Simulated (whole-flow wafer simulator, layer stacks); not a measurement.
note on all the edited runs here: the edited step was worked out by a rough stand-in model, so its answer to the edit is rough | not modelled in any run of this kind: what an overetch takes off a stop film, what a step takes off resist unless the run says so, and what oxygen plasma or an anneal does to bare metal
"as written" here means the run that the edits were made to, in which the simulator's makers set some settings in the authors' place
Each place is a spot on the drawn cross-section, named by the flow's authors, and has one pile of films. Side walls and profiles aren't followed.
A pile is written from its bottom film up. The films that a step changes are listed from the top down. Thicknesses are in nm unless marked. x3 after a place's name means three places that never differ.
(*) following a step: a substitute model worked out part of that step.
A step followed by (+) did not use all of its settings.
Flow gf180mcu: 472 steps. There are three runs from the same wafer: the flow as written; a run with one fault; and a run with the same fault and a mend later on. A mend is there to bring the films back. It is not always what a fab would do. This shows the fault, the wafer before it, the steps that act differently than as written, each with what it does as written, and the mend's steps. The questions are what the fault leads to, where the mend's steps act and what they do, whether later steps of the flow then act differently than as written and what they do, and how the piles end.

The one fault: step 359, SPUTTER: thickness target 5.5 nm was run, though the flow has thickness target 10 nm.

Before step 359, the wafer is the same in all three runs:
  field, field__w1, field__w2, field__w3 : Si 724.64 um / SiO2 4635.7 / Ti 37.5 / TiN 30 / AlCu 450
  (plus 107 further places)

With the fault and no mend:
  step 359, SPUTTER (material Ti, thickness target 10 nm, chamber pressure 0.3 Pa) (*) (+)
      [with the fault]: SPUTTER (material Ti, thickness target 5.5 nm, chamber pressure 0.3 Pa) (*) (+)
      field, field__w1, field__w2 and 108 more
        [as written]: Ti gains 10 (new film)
        [with the fault]: Ti gains 5.5 (new film)
  Later steps of the flow acting differently than as written (5 more steps, not shown, differ only slightly: by at most 2% or 0.5 nm, whichever is larger):
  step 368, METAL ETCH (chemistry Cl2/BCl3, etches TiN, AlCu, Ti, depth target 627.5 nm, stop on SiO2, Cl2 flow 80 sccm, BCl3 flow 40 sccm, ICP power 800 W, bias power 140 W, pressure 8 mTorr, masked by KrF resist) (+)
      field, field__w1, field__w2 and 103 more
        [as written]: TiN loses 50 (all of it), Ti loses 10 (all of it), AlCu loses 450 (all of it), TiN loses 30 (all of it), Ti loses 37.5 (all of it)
        [with the fault]: TiN loses 50 (all of it), Ti loses 5.5 (all of it), AlCu loses 450 (all of it), TiN loses 30 (all of it), Ti loses 37.5 (all of it)
  At field__w8, contact, m1, m1__w1, m1_nw, the piles at the end differ from the flow's by more than 2% or 0.5 nm, whichever is larger.
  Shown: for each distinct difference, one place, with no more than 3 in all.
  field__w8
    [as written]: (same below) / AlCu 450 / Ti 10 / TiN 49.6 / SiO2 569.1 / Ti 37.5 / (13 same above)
    [with the fault]: (same below) / AlCu 450 / Ti 5.5 / TiN 49.6 / SiO2 573.6 / Ti 37.5 / (13 same above)
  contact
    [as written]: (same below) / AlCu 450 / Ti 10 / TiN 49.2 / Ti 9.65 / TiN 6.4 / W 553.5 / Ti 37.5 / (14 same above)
    [with the fault]: (same below) / AlCu 450 / Ti 5.5 / TiN 49.2 / Ti 9.63 / TiN 6.39 / W 558 / Ti 37.5 / (14 same above)

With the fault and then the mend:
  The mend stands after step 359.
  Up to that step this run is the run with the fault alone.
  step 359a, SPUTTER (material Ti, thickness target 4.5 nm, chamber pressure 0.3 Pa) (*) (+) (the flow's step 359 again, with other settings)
      field, field__w1, field__w2 and 108 more
        Ti gains 4.5
  None of the later steps of the flow acts differently than as written at any place that is followed.
  The piles end the same as the flow's at every place that both follow.
